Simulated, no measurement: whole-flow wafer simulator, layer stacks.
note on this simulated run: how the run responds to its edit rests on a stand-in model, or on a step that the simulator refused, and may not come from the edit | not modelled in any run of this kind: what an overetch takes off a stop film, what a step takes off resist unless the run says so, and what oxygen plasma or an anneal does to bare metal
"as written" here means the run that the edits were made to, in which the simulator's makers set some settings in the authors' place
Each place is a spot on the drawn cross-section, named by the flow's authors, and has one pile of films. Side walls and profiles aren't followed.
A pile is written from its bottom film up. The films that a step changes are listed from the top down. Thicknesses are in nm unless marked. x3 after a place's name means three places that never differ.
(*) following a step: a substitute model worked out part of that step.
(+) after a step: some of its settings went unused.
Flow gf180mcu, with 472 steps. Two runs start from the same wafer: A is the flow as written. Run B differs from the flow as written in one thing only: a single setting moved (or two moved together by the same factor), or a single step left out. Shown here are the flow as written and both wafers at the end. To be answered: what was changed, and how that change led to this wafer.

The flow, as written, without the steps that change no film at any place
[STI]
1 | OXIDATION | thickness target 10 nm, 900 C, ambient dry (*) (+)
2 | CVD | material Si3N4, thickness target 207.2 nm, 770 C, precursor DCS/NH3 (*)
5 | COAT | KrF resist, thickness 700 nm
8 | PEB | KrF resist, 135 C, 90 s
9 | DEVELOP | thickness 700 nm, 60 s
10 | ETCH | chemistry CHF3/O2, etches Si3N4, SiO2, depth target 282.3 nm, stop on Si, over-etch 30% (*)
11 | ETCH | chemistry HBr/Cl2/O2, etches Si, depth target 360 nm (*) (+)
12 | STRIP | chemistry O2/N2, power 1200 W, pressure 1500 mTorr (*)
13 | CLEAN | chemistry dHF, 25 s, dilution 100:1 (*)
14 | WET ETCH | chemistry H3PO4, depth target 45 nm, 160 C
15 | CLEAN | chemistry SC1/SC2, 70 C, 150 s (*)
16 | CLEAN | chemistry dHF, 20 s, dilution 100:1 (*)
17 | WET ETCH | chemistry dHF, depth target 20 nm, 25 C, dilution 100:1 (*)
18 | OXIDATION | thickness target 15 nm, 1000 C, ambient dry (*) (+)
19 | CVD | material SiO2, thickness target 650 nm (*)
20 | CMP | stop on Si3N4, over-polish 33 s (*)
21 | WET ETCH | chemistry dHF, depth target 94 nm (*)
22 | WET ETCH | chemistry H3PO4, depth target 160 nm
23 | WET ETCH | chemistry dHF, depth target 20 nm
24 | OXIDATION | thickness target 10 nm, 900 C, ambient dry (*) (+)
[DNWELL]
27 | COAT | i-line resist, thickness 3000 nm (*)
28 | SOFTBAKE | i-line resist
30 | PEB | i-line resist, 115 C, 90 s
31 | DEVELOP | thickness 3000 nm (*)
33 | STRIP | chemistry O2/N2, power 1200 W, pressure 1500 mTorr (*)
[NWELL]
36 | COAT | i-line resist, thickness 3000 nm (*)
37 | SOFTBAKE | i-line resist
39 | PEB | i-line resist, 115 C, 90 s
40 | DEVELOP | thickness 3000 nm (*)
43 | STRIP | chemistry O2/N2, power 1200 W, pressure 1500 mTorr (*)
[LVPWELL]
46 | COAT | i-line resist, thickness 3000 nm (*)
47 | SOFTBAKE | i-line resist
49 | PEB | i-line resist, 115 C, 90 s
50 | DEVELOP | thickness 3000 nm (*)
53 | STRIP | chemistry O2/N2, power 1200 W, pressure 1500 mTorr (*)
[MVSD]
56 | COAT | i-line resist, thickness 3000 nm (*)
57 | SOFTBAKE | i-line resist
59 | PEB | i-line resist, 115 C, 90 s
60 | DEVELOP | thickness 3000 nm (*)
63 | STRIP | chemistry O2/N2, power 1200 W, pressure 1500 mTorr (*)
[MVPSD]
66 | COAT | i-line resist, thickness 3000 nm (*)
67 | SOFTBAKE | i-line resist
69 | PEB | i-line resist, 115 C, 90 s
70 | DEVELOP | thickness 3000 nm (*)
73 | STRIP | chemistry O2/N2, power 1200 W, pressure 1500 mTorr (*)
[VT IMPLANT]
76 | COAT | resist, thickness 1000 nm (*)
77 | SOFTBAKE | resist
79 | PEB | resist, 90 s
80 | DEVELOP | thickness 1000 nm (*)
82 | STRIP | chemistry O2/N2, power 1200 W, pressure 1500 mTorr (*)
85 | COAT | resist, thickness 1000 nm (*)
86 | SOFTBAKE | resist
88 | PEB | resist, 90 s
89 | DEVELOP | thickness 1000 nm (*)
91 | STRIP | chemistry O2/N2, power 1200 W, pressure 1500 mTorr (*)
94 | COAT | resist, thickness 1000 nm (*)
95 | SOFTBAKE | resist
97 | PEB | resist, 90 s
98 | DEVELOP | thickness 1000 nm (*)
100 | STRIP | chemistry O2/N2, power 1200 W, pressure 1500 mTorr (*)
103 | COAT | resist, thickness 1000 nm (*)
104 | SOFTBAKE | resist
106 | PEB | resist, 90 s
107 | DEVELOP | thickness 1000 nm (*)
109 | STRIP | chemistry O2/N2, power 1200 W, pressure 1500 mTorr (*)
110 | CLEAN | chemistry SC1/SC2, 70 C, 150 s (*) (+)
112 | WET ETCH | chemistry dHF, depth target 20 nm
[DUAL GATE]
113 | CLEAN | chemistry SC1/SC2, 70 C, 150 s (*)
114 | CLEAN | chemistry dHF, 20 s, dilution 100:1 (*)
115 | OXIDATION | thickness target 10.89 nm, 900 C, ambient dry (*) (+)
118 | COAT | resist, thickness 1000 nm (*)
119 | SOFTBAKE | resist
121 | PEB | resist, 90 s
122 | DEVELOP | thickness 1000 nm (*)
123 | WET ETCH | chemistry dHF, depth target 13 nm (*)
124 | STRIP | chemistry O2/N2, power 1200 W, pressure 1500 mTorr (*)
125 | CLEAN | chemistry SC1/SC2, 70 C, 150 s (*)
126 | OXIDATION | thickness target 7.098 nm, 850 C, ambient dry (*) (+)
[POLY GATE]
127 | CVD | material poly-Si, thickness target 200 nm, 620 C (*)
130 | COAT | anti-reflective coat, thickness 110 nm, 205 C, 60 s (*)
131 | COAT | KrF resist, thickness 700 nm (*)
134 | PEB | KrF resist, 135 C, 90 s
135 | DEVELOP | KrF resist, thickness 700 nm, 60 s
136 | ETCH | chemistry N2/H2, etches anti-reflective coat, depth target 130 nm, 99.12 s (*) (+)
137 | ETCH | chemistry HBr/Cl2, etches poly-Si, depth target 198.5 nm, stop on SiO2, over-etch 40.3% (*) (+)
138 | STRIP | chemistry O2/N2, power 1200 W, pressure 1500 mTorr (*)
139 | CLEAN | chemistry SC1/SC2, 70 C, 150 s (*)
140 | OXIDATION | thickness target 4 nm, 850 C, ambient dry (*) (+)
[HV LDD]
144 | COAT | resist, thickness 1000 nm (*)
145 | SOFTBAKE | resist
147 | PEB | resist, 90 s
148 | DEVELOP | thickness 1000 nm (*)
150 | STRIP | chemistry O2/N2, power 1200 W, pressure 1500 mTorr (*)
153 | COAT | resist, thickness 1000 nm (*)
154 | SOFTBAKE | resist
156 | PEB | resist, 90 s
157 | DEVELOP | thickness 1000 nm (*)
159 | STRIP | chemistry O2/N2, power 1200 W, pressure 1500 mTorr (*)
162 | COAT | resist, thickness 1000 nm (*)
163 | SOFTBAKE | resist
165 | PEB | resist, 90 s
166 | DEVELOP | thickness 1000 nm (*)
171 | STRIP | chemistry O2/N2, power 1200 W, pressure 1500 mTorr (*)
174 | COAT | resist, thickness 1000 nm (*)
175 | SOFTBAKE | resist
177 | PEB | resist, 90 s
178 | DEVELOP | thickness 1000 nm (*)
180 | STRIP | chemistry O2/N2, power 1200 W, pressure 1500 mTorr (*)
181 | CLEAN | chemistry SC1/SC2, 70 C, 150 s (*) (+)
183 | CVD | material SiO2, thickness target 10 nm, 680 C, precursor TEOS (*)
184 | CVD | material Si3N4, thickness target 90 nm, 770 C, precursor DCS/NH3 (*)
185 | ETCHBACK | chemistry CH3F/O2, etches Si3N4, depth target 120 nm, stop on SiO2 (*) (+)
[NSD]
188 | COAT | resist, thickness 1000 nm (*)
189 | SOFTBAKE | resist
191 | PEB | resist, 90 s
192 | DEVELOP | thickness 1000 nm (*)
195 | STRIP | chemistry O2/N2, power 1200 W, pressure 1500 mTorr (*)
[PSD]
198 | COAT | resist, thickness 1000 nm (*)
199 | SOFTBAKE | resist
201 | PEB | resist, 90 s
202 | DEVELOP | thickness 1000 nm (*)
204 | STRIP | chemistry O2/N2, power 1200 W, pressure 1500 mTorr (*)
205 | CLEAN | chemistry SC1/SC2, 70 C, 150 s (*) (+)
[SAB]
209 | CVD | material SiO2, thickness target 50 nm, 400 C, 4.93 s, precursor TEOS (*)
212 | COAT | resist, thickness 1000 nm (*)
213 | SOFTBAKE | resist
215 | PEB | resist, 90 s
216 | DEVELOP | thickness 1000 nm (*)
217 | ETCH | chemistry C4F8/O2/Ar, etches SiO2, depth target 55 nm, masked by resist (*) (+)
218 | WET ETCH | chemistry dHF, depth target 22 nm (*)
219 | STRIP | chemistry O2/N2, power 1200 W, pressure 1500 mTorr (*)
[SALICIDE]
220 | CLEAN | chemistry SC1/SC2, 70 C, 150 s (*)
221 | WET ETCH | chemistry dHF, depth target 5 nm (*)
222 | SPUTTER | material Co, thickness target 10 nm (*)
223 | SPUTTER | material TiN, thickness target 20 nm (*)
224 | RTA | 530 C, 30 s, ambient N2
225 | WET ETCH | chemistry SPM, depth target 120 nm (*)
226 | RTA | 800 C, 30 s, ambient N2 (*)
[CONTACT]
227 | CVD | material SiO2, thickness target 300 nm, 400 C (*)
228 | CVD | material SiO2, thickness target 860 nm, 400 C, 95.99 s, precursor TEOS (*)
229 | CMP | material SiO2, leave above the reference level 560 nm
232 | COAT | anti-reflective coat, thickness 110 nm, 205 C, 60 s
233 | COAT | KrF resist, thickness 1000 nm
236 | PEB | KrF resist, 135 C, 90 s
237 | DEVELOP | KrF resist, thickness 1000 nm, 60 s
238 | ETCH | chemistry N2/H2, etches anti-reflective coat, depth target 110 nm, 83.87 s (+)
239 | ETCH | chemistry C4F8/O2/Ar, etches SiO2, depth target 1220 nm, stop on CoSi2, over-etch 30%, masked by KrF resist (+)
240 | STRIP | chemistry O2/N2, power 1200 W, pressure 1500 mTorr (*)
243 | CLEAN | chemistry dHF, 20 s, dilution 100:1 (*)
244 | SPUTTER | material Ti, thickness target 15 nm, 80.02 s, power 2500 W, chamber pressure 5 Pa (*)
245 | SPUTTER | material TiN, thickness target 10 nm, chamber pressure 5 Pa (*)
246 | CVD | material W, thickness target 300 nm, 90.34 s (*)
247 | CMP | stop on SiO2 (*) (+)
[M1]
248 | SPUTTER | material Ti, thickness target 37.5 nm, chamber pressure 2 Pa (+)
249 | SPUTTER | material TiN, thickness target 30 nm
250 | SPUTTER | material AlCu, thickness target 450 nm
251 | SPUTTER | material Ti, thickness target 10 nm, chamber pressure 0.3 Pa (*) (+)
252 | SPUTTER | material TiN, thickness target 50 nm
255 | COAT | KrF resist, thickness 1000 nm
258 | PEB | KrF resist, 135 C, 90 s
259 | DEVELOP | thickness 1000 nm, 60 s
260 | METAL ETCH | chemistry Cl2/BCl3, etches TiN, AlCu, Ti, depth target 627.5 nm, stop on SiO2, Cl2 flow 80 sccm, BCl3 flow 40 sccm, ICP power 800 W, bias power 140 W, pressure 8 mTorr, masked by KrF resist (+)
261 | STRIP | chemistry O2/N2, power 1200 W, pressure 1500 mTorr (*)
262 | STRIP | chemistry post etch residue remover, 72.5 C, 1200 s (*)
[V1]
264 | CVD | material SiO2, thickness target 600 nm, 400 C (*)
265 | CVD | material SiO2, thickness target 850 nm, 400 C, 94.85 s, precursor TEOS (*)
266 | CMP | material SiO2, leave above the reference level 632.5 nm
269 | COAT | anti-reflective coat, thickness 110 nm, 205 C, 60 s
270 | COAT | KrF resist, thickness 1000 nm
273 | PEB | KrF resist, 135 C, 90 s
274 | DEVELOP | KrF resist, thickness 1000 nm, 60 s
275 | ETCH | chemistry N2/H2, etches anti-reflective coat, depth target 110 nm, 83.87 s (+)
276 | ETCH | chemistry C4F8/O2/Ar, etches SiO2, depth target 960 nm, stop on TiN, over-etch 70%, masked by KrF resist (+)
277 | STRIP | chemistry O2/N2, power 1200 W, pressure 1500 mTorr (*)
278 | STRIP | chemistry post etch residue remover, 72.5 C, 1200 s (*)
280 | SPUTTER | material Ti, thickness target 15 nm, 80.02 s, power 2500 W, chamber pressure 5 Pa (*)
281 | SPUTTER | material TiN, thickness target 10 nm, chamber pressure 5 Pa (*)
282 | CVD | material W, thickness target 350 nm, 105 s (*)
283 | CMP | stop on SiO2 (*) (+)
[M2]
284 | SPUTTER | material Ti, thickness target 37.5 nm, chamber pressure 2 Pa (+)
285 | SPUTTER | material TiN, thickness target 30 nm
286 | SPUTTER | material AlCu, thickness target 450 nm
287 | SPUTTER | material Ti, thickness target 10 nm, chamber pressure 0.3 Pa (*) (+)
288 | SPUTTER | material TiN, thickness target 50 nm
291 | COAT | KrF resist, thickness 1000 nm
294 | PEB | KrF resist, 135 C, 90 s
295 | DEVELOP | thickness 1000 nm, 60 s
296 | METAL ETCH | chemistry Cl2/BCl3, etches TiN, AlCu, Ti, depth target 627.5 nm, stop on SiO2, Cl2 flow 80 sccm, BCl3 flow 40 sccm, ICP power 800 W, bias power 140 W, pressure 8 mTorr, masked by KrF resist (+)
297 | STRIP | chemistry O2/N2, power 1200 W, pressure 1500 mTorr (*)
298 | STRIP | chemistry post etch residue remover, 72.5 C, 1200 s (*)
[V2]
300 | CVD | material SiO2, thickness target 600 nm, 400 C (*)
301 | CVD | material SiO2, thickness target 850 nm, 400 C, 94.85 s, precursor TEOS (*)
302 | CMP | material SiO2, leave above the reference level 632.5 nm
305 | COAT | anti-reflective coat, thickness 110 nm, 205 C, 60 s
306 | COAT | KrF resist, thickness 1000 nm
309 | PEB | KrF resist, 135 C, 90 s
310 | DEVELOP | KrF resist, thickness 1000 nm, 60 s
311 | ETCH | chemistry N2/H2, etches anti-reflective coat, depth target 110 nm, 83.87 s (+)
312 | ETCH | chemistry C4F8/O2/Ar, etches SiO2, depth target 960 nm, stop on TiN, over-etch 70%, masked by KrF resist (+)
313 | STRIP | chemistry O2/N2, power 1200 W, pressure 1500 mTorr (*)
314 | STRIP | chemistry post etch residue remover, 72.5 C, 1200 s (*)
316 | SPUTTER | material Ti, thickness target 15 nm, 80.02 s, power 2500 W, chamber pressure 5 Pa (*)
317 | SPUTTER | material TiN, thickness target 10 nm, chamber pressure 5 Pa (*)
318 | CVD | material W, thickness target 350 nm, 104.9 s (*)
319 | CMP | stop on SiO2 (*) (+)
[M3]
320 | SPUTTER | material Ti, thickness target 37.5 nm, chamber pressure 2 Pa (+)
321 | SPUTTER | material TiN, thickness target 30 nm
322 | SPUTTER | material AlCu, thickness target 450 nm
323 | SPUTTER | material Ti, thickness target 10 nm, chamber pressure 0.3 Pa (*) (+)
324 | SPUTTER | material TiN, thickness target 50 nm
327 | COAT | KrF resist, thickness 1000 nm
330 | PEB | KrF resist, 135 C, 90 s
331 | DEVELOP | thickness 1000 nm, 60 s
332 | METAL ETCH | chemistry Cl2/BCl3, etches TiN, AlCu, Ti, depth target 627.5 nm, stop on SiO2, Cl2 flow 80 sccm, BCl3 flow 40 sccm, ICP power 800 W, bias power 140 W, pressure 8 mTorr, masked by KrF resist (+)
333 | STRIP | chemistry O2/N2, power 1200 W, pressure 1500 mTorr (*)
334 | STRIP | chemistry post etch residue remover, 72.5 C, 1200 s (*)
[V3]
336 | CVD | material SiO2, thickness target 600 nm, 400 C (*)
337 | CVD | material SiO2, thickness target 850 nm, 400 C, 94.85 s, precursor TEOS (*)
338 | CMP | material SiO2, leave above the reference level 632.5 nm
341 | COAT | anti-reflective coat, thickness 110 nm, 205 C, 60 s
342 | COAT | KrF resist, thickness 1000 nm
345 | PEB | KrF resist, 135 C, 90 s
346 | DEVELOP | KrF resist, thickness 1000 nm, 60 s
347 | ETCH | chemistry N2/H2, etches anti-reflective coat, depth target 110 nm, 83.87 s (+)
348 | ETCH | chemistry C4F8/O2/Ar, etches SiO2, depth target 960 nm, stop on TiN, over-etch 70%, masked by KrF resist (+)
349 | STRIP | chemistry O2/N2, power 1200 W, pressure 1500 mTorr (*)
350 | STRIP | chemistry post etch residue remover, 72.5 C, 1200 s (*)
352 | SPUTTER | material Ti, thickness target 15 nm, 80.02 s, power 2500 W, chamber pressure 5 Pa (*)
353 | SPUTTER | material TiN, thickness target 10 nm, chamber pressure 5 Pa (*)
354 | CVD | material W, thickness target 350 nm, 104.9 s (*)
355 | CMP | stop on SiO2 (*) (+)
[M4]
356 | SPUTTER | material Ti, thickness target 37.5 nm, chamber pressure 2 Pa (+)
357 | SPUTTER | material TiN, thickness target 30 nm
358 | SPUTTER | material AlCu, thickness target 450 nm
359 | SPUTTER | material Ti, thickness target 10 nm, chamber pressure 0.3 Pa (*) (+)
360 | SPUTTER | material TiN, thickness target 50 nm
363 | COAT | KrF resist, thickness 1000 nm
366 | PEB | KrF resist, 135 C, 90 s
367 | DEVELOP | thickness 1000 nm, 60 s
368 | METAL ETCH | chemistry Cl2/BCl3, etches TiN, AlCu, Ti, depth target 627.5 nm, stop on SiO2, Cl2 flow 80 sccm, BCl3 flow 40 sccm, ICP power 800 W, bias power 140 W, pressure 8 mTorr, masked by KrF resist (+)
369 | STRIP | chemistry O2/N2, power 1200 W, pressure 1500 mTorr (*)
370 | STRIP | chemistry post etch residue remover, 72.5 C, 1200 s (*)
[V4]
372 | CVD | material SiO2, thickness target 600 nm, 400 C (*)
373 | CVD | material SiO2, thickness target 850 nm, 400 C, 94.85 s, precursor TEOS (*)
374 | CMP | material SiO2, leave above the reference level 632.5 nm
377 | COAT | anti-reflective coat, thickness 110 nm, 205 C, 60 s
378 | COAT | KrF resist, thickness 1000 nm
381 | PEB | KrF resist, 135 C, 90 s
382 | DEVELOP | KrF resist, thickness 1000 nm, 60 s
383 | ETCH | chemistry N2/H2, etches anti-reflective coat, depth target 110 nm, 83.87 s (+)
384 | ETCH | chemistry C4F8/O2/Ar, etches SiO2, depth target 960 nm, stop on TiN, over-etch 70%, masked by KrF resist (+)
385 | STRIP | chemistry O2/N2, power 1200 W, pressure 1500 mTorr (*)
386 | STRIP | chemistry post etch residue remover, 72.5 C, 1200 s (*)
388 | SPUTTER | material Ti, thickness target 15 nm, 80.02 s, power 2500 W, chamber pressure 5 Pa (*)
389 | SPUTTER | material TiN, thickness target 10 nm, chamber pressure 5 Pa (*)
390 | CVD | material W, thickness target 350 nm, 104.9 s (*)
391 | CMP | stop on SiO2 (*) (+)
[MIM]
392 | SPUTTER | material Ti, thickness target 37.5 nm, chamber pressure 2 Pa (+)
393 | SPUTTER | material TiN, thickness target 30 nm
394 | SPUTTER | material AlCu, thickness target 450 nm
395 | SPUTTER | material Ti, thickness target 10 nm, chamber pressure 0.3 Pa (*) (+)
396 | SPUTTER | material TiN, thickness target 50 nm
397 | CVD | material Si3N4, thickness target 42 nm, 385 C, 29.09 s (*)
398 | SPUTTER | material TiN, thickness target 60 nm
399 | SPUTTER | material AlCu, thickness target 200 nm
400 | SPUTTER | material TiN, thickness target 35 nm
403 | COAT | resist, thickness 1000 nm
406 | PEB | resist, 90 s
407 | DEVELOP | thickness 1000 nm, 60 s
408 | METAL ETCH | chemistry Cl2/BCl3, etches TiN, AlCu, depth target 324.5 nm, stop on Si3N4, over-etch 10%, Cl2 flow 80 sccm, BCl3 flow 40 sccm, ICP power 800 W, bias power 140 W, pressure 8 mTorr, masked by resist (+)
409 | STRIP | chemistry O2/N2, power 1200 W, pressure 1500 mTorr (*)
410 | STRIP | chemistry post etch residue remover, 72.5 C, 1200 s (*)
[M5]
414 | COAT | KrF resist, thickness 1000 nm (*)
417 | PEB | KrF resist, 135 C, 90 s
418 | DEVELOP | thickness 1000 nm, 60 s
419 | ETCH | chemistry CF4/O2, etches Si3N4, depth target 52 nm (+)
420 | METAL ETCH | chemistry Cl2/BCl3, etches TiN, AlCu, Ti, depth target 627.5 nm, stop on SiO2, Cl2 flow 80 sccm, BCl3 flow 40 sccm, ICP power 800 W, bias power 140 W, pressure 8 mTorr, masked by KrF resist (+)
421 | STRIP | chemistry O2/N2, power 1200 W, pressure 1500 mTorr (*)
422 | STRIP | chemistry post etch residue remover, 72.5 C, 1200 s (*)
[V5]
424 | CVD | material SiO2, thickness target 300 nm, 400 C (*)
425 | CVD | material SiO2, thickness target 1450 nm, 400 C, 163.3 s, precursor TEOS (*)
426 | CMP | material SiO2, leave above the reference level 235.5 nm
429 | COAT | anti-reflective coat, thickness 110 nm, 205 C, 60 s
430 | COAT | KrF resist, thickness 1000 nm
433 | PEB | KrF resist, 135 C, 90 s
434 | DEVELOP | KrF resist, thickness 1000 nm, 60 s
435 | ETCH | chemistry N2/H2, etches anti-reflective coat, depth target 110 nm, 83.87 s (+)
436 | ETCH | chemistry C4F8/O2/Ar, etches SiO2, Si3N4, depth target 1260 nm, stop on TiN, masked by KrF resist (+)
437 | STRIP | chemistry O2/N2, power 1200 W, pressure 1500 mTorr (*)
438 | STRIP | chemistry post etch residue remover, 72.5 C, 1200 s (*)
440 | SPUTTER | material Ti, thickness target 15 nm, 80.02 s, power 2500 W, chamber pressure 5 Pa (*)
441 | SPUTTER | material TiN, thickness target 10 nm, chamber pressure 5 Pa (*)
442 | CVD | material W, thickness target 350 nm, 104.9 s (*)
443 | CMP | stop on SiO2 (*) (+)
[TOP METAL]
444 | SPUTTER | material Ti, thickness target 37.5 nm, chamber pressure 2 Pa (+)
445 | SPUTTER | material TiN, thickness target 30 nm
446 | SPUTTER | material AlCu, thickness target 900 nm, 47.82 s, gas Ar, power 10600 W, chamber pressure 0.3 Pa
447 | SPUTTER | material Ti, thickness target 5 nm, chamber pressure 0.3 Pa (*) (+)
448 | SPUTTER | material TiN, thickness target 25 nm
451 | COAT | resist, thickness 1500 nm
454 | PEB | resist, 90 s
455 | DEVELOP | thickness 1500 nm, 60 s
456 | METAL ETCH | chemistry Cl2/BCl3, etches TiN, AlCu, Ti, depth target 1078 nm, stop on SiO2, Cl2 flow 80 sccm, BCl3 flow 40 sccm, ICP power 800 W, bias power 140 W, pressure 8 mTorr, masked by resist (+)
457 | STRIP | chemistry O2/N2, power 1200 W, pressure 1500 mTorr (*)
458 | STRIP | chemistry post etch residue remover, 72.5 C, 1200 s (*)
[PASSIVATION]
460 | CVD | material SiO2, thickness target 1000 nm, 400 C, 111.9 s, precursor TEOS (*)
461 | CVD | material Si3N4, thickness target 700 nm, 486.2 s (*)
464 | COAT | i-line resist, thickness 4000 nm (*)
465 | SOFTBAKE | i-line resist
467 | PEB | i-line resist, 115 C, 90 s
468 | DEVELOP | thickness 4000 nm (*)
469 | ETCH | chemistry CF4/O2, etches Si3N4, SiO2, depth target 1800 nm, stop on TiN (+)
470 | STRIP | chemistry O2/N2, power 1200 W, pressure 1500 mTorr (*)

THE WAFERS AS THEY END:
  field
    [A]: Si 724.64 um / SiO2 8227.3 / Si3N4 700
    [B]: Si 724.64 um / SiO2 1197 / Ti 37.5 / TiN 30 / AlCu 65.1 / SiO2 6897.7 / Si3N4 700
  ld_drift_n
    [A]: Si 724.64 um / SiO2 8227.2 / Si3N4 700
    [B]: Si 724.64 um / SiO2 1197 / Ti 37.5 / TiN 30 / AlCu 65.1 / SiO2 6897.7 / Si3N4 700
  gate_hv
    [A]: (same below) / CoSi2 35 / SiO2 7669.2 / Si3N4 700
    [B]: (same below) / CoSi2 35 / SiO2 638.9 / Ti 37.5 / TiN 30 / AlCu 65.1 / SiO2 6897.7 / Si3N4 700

What caused this: step 260, METAL ETCH: depth target 439.2 nm was run, while the flow as written has depth target 627.5 nm.

How this came from the change, step by step:
  260 | METAL ETCH | chemistry Cl2/BCl3, etches TiN, AlCu, Ti, depth target 627.5 nm, stop on SiO2, Cl2 flow 80 sccm, BCl3 flow 40 sccm, ICP power 800 W, bias power 140 W, pressure 8 mTorr, masked by KrF resist (+)
      field, field__w1, field__w2 and 99 more: A TiN loses 50 (all of it), Ti loses 10 (all of it), AlCu loses 450 (all of it), TiN loses 30 (all of it), Ti loses 37.5 (all of it) | B TiN loses 50 (all of it), Ti loses 10 (all of it), AlCu loses 379.2
      field__w8, contact, m1 and 6 more: A KrF resist loses 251 | B KrF resist loses 175.7
  261 | STRIP | chemistry O2/N2, power 1200 W, pressure 1500 mTorr (*)
      field__w8, contact, m1 and 6 more: A KrF resist loses 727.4 (all of it) | B KrF resist loses 802.7 (all of it)
  262 | STRIP | chemistry post etch residue remover, 72.5 C, 1200 s (*)
      field, field__w1, field__w2 and 99 more: A nothing | B AlCu loses 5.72
  264 | CVD | material SiO2, thickness target 600 nm, 400 C (*)
      field, field__w1, field__w2 and 99 more: A SiO2 gains 600 | B SiO2 gains 600 (new film)
  266 | CMP | material SiO2, leave above the reference level 632.5 nm
      field, field__w1, field__w2 and 99 more: A SiO2 loses 300 | B SiO2 loses 432.6
If metal films that touch count as one body, field has 1 body; the flow as written gives 0 bodies.
If metal films that touch count as one body, ld_drift_n has 1 body; the flow as written gives 0 bodies.
If metal films that touch count as one body, gate_hv has 2 bodies (between them, from the top down: SiO2 638.9); the flow as written gives 1 body.
